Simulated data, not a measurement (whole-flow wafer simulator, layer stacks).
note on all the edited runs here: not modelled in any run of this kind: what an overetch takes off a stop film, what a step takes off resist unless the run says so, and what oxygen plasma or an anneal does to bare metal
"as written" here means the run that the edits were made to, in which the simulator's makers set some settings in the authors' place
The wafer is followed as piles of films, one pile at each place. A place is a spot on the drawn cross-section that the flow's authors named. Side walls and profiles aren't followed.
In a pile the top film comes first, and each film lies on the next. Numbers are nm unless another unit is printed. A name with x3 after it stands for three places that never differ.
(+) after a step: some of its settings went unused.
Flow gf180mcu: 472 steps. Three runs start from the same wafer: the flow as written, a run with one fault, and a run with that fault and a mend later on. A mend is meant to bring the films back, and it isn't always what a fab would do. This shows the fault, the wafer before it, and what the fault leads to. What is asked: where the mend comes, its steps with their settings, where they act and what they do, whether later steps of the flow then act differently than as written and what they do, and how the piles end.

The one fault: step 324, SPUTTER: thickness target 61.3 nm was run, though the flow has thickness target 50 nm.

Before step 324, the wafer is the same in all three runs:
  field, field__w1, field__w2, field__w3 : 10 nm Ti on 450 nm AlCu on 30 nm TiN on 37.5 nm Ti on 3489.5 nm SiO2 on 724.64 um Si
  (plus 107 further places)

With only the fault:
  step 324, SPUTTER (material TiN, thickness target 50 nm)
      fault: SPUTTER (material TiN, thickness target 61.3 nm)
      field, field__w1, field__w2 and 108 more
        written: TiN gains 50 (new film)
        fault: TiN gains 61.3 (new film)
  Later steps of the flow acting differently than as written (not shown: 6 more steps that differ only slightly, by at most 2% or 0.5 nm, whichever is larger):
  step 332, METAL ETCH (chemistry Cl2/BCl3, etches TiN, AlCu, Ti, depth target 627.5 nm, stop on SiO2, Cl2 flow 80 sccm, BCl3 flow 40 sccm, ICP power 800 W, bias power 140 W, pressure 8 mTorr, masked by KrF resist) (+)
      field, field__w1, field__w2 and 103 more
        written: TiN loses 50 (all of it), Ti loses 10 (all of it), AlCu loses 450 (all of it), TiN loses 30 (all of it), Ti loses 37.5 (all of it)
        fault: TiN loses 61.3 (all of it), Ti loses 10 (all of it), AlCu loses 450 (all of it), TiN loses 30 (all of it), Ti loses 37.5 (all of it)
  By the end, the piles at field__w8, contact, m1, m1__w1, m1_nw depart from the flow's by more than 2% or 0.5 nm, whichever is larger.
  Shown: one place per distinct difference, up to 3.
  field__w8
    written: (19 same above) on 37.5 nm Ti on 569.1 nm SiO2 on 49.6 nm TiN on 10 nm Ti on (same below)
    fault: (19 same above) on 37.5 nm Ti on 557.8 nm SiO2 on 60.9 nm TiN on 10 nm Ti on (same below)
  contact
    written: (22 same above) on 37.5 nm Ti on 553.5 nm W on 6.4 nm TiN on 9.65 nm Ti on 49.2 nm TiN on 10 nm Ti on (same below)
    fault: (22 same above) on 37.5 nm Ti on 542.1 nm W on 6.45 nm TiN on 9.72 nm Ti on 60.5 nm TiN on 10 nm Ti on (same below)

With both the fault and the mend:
  After step 324 comes the mend.
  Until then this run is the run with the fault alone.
  step 324a, METAL ETCH (chemistry Cl2/BCl3, etches TiN, AlCu, Ti, depth target 11.3 nm, Cl2 flow 80 sccm, BCl3 flow 40 sccm, ICP power 800 W, bias power 140 W, pressure 8 mTorr) (the flow's step 260 again, with other settings)
      field, field__w1, field__w2 and 108 more
        TiN loses 11.3
  Every later step of the flow that is run acts as written at every place that is followed.
  The piles end the same as the flow's at every place that both follow.
